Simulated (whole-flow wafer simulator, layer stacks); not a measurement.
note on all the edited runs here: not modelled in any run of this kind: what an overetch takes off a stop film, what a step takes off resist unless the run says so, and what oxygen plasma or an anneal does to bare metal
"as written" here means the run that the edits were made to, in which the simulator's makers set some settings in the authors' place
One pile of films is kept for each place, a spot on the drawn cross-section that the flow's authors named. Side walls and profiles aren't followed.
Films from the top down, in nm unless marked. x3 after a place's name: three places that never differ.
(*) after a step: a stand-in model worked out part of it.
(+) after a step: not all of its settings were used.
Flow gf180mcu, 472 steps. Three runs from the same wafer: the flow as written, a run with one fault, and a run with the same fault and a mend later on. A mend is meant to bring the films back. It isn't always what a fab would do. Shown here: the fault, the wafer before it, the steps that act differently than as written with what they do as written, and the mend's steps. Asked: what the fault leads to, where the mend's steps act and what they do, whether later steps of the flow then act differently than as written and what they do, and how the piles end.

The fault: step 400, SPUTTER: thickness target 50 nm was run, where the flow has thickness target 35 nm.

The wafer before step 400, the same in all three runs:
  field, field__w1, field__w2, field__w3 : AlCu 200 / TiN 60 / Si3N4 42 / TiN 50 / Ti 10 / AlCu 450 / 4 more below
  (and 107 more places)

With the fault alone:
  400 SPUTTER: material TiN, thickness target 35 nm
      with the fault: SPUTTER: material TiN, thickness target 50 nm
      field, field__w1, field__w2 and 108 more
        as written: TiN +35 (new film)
        with the fault: TiN +50 (new film)
  Later steps of the flow that act differently than as written (7 more steps differ only slightly, by at most 2% or 0.5 nm, whichever is larger, and aren't shown):
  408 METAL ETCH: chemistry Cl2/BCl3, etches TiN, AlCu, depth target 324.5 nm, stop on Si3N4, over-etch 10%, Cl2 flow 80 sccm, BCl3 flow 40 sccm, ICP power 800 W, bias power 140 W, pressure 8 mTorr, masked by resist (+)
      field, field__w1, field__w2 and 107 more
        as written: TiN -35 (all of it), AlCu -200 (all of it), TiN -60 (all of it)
        with the fault: TiN -50 (all of it), AlCu -200 (all of it), TiN -60 (all of it)
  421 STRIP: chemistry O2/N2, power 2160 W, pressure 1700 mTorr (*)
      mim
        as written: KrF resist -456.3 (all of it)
        with the fault: KrF resist -445.1 (all of it)
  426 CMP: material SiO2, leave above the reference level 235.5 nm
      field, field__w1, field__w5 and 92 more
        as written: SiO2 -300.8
        with the fault: SiO2 -285.8
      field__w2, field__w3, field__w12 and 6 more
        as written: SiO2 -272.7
        with the fault: SiO2 -257.7
  At the end the piles differ from the flow's by more than 2% or 0.5 nm, whichever is larger, at mim.
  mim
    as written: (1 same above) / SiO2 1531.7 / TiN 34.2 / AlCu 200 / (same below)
    with the fault: (1 same above) / SiO2 1531.7 / TiN 49.2 / AlCu 200 / (same below)

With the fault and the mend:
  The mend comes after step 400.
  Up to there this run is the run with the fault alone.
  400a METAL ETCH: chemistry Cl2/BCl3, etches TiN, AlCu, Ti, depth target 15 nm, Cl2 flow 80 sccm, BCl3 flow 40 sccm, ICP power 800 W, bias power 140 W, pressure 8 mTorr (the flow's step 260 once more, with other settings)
      field, field__w1, field__w2 and 108 more
        TiN -15
  No later step of the flow acts differently than as written at any place that is followed.
  At the end the piles are the same as the flow's at every place that both follow.
